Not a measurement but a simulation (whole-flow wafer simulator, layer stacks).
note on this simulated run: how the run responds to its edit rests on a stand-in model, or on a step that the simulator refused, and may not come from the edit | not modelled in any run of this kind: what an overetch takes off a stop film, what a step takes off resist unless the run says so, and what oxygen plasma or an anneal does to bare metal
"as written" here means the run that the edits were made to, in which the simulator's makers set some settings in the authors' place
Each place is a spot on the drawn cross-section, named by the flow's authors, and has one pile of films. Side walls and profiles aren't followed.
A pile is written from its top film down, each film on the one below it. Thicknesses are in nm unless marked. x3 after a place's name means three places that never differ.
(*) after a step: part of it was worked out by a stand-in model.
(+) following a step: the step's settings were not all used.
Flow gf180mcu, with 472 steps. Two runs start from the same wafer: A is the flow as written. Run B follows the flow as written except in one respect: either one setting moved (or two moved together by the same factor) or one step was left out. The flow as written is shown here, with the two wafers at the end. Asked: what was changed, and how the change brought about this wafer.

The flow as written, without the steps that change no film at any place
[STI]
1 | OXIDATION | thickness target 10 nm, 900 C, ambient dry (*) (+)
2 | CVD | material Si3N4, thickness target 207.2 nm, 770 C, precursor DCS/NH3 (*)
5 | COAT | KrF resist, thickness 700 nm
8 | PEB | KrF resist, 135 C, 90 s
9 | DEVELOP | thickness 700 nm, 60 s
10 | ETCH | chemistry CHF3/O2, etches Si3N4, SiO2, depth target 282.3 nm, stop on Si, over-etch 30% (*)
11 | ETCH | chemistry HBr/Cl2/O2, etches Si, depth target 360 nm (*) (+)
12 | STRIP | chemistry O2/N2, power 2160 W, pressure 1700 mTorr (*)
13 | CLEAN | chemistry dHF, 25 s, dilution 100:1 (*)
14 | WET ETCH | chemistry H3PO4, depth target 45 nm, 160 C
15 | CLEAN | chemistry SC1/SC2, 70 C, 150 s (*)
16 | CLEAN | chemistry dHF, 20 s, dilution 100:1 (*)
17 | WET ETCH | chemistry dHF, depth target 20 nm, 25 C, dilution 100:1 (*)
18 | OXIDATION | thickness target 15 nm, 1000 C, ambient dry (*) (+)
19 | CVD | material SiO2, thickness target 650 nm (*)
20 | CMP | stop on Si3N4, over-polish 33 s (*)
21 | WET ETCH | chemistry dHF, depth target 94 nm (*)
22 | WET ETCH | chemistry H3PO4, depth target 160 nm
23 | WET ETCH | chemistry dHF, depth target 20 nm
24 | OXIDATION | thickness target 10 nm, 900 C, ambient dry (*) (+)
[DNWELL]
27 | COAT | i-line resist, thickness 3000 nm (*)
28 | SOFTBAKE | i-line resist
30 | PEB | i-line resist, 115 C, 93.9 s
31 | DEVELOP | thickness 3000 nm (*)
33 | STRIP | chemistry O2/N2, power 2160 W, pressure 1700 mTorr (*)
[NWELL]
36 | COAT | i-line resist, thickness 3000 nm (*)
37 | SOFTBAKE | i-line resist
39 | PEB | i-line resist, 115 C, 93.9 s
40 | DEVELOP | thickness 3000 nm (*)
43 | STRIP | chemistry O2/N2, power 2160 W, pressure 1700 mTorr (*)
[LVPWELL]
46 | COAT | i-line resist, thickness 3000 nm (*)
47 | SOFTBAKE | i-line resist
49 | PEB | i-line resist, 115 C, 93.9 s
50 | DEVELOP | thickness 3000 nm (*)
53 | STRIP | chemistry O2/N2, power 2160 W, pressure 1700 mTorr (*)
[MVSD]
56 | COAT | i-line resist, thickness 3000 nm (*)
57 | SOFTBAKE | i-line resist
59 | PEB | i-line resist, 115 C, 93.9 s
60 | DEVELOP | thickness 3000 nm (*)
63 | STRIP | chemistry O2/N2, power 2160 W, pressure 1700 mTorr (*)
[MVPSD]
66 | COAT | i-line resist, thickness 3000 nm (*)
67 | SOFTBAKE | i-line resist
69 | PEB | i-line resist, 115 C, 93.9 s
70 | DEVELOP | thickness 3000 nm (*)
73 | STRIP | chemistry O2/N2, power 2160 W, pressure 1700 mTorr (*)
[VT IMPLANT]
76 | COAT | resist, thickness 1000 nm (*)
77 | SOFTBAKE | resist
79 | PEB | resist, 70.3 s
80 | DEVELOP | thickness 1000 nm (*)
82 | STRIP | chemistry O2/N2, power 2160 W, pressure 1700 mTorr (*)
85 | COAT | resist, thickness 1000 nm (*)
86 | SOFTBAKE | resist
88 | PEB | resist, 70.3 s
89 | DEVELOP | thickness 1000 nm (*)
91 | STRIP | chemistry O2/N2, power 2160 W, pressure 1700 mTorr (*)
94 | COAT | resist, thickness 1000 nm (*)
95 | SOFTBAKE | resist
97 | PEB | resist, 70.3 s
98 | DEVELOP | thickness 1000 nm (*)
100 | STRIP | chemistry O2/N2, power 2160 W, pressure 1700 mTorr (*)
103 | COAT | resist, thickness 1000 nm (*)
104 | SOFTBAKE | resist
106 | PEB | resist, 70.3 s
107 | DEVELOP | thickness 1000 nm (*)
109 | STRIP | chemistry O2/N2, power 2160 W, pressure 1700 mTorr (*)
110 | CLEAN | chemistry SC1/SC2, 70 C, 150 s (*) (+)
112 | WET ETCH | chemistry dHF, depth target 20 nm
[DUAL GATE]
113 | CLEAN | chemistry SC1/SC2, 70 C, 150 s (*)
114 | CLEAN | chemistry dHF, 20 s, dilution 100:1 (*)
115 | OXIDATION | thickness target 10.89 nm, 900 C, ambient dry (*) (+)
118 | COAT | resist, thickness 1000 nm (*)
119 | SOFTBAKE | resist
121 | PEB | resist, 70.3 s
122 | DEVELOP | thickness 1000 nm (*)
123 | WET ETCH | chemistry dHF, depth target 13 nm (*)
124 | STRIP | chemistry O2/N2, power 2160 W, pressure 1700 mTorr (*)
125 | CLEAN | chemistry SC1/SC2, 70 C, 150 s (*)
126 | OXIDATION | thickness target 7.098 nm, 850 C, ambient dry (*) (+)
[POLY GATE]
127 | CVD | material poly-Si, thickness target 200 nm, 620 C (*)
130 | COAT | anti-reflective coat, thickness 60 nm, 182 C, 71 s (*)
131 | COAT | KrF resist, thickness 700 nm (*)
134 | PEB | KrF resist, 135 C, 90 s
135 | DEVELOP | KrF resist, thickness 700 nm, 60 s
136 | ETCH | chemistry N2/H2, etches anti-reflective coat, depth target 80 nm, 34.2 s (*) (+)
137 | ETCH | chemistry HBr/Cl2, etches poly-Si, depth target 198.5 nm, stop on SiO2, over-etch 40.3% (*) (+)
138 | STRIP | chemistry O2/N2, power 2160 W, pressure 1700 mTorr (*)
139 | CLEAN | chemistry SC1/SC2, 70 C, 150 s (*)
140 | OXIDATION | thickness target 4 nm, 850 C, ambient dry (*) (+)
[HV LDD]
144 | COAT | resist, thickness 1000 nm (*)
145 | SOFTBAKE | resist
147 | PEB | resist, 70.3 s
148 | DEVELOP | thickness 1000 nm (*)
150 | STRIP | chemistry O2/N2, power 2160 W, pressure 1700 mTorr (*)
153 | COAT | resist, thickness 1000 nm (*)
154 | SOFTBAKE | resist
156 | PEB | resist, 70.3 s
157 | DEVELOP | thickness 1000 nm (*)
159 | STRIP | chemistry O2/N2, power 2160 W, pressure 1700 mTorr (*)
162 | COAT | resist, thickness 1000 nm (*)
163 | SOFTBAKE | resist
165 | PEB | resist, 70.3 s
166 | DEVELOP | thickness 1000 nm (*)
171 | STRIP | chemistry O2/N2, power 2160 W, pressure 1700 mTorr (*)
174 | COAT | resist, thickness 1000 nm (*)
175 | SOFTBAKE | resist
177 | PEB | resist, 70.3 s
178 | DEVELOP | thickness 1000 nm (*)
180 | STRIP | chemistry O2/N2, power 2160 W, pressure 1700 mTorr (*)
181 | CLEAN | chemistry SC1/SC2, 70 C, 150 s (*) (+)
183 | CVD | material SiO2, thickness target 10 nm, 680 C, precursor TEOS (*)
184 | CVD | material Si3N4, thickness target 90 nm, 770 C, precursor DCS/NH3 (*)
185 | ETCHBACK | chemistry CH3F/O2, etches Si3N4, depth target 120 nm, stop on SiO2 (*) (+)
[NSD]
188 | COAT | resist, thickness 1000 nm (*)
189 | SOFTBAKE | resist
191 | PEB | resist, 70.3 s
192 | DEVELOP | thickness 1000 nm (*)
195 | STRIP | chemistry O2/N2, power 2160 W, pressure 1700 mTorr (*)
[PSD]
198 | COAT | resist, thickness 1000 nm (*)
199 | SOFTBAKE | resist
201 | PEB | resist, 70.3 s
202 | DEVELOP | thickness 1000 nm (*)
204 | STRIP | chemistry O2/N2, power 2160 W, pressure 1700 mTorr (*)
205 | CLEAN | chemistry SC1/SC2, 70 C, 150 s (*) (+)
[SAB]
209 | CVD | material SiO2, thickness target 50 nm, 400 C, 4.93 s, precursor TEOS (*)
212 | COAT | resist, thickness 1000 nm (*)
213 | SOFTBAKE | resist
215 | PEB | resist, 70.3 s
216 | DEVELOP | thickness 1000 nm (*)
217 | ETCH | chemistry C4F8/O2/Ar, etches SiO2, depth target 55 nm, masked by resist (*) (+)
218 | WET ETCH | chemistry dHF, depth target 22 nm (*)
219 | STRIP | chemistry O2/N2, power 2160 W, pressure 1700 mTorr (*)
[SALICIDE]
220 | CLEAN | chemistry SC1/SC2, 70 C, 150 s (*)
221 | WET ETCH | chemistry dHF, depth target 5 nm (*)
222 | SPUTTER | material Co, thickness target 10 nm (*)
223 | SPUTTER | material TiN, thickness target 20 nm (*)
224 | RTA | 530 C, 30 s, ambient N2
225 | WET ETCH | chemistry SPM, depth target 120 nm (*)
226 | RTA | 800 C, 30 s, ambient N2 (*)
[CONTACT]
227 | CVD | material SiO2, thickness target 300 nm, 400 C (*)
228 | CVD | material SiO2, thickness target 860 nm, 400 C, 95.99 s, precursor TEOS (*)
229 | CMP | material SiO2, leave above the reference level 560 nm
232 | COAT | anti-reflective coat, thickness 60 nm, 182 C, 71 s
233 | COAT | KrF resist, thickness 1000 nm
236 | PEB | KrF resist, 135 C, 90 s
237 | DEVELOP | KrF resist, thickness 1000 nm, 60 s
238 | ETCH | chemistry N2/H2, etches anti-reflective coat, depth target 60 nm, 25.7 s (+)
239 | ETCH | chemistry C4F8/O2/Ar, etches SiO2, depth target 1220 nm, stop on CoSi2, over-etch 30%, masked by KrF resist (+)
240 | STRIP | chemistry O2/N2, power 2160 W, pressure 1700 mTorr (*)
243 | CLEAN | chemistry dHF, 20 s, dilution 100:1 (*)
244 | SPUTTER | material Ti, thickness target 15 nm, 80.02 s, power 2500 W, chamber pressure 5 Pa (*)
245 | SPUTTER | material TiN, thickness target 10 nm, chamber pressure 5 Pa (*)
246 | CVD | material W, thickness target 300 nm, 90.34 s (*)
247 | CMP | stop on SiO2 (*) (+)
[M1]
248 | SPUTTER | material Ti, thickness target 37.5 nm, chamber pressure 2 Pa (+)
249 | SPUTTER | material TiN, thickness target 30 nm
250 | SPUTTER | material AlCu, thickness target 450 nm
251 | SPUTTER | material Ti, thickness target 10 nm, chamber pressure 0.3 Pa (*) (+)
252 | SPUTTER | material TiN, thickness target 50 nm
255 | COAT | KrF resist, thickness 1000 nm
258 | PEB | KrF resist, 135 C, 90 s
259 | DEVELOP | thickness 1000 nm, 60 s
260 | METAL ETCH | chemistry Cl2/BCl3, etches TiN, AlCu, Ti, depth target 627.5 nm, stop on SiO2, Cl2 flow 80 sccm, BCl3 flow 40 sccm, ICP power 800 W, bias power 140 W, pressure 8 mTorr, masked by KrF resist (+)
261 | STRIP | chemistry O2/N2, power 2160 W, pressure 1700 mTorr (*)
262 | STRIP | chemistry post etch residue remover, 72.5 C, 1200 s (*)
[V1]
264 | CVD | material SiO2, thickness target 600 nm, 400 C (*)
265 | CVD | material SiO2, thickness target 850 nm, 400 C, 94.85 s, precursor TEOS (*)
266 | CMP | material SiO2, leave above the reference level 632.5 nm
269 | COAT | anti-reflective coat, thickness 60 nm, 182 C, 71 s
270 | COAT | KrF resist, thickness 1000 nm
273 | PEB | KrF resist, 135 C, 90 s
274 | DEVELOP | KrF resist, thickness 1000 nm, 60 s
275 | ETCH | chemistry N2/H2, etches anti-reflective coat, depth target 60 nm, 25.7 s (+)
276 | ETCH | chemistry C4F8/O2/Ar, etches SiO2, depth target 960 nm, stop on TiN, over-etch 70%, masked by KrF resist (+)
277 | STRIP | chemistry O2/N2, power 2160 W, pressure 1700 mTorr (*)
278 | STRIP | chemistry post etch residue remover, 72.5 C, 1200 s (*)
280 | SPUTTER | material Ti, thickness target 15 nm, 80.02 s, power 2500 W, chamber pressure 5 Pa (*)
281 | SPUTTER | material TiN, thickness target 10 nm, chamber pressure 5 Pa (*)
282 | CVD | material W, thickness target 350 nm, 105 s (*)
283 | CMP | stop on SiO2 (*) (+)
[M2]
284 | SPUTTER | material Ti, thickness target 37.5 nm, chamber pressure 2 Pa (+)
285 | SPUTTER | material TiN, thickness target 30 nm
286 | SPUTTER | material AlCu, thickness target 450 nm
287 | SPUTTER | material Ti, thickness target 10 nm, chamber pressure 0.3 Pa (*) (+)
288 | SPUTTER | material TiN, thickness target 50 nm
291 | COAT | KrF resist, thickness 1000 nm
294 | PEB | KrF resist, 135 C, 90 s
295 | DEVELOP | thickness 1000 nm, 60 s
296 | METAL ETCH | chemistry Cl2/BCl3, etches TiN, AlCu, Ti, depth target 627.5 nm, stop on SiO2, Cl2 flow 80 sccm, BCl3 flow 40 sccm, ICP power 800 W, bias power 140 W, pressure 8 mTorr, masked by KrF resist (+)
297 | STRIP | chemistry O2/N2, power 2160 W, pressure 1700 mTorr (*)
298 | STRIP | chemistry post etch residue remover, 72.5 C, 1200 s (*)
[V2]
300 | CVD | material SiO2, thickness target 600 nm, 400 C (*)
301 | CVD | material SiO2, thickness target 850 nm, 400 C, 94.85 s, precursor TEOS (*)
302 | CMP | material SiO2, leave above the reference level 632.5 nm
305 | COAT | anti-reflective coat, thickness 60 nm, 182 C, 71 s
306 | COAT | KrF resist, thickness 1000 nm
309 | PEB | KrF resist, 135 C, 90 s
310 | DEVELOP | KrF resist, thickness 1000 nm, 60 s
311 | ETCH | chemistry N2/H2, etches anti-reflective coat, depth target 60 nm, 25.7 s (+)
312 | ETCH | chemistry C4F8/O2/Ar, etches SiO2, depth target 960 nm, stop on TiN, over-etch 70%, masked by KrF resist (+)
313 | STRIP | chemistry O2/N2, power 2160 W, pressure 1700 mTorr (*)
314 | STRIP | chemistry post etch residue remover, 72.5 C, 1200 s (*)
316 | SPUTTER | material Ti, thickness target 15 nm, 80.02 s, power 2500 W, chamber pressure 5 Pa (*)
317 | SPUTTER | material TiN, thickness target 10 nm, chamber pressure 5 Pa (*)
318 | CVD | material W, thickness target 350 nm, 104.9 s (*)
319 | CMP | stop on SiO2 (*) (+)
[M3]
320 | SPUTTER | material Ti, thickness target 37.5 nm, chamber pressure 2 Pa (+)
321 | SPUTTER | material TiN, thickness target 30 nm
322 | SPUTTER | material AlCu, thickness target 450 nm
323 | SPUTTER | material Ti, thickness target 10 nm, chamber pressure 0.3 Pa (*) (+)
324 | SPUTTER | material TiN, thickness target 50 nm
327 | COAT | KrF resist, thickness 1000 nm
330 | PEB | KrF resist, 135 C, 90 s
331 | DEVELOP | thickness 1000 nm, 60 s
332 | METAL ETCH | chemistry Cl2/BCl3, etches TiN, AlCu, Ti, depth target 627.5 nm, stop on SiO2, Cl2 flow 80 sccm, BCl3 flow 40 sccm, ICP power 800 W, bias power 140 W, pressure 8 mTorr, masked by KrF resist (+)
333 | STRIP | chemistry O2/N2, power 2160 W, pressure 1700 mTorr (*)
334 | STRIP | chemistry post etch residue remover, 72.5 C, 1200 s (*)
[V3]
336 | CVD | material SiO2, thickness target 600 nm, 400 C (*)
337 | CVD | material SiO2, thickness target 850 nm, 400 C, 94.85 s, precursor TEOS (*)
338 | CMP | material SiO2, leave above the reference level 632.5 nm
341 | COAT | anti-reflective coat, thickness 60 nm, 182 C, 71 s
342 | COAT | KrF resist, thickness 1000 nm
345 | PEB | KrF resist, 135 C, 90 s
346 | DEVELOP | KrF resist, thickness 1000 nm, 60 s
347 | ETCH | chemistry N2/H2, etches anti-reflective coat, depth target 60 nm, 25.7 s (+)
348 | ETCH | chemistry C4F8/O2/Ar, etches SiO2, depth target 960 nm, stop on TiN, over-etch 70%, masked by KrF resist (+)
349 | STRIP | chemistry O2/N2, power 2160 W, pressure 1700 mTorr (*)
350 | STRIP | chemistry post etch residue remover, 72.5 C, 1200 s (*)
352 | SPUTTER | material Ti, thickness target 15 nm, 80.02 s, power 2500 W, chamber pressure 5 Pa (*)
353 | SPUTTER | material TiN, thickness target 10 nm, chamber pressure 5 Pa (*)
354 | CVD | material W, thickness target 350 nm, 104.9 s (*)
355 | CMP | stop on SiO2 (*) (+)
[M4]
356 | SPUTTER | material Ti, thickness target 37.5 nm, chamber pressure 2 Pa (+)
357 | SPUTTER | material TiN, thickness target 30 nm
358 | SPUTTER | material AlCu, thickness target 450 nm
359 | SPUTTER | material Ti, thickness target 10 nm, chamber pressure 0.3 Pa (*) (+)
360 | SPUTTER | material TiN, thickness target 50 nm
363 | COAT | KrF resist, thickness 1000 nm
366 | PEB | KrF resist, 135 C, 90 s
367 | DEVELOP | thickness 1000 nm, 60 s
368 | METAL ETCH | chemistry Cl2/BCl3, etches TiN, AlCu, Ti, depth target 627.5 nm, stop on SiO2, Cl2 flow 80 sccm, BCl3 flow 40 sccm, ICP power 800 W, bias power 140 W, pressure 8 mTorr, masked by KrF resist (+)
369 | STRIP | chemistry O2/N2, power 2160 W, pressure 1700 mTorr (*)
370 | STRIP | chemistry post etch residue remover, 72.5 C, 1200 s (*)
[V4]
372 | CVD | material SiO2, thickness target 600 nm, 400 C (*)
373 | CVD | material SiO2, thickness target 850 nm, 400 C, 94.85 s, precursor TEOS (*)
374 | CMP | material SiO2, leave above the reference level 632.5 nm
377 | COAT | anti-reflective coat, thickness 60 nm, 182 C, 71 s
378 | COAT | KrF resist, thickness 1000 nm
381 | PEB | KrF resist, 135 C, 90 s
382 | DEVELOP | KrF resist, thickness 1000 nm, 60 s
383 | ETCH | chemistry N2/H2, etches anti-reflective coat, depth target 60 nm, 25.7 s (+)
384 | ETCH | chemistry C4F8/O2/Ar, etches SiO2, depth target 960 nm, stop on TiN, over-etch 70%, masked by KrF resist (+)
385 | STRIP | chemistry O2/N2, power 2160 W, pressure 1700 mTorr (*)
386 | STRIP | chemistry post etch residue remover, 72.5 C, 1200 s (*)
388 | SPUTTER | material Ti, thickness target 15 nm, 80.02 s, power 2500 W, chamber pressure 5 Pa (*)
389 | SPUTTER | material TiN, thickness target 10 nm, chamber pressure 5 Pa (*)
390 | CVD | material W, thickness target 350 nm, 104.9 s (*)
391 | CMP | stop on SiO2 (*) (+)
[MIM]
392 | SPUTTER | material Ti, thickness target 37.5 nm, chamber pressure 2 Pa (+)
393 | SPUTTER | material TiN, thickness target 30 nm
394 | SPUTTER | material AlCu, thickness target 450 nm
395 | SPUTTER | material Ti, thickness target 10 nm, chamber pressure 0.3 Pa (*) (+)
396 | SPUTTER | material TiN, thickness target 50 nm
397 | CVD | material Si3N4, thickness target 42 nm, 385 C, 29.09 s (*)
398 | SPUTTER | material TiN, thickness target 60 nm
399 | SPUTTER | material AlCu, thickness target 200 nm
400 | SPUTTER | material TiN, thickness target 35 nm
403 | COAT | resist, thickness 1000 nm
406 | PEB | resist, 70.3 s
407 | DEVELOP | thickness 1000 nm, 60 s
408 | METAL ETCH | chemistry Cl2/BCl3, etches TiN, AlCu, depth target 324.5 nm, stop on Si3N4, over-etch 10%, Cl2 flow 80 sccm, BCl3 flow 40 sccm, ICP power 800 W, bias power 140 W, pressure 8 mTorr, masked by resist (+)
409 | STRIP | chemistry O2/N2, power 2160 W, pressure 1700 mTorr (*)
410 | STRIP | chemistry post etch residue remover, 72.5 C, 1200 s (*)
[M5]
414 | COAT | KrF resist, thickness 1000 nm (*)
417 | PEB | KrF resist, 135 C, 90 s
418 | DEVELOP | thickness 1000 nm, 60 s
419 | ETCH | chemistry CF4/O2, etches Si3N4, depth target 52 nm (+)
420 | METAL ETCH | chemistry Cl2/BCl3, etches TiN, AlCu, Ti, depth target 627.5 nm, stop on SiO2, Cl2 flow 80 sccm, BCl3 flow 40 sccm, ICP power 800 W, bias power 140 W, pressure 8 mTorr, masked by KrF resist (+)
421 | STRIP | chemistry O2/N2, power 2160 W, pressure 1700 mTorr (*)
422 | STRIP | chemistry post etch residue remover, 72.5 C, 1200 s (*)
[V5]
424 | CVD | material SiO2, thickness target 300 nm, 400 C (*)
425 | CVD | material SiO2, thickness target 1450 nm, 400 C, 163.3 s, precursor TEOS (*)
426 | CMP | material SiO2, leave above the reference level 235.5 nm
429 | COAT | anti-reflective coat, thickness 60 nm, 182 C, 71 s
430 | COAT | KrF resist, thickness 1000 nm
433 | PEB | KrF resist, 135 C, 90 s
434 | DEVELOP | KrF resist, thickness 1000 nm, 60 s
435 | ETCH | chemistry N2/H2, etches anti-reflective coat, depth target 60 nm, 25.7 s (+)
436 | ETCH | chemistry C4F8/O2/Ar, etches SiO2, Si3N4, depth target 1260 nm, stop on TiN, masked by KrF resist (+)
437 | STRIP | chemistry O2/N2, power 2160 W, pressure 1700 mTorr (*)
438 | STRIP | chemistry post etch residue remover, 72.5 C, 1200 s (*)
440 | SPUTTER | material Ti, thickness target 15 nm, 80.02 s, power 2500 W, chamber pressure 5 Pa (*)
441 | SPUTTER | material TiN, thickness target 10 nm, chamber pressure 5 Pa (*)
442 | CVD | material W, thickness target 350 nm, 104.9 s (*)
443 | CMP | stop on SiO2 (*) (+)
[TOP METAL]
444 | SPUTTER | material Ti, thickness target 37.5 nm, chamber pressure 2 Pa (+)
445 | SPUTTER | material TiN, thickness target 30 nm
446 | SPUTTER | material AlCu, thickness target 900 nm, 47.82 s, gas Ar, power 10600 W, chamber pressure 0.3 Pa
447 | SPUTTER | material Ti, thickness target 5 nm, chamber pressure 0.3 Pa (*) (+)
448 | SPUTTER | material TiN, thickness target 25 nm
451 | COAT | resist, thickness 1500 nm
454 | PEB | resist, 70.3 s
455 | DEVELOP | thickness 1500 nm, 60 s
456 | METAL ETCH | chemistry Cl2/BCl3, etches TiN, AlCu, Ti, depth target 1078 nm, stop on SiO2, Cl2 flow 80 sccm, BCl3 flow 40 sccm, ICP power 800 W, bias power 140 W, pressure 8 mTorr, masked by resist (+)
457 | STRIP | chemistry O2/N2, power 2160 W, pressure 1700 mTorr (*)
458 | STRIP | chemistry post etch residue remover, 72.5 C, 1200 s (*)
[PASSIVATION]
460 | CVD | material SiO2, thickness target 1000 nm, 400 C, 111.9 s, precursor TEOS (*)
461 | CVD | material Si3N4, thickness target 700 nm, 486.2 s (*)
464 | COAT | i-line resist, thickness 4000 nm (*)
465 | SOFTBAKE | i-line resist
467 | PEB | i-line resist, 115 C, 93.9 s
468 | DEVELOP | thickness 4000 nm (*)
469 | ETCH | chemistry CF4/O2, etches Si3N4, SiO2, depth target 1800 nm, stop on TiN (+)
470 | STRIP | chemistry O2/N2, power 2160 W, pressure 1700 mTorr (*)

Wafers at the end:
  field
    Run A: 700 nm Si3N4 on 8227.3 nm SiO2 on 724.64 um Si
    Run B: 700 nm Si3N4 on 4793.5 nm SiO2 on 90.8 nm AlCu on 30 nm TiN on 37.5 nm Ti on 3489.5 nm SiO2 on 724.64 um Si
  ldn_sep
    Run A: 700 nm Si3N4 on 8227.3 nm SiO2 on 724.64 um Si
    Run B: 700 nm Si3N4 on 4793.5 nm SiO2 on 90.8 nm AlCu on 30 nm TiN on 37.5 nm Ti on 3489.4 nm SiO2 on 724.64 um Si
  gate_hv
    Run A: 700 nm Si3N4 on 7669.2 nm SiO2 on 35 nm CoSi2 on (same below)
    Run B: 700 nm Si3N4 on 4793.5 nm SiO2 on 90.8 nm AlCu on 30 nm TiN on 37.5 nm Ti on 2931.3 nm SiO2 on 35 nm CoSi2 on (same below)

The reason: step 322, SPUTTER: thickness target 664 nm was run, while the flow as written has thickness target 450 nm.

How this came from the change, step by step:
  322 | SPUTTER | material AlCu, thickness target 450 nm
      field, field__w1, field__w2 and 108 more: A +450 AlCu (new film) | B +664 AlCu (new film)
  332 | METAL ETCH | chemistry Cl2/BCl3, etches TiN, AlCu, Ti, depth target 627.5 nm, stop on SiO2, Cl2 flow 80 sccm, BCl3 flow 40 sccm, ICP power 800 W, bias power 140 W, pressure 8 mTorr, masked by KrF resist (+)
      field, field__w1, field__w2 and 103 more: A -50 TiN (all of it), -10 Ti (all of it), -450 AlCu (all of it), -30 TiN (all of it), -37.5 Ti (all of it) | B -50 TiN (all of it), -10 Ti (all of it), -567.5 AlCu
  334 | STRIP | chemistry post etch residue remover, 72.5 C, 1200 s (*)
      field, field__w1, field__w2 and 103 more: A nothing | B -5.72 AlCu
  336 | CVD | material SiO2, thickness target 600 nm, 400 C (*)
      field, field__w1, field__w2 and 103 more: A +600 SiO2 | B +600 SiO2 (new film)
  338 | CMP | material SiO2, leave above the reference level 632.5 nm
      field, field__w1, field__w2 and 103 more: A -300 SiO2 | B -244.3 SiO2
With metal films that touch counted as one body, field has 1 body; the flow as written gives 0 bodies.
With metal films that touch counted as one body, ldn_sep has 1 body; the flow as written gives 0 bodies.
With metal films that touch counted as one body, gate_hv has 2 bodies (between them, from the top down: SiO2 2931.3); the flow as written gives 1 body.
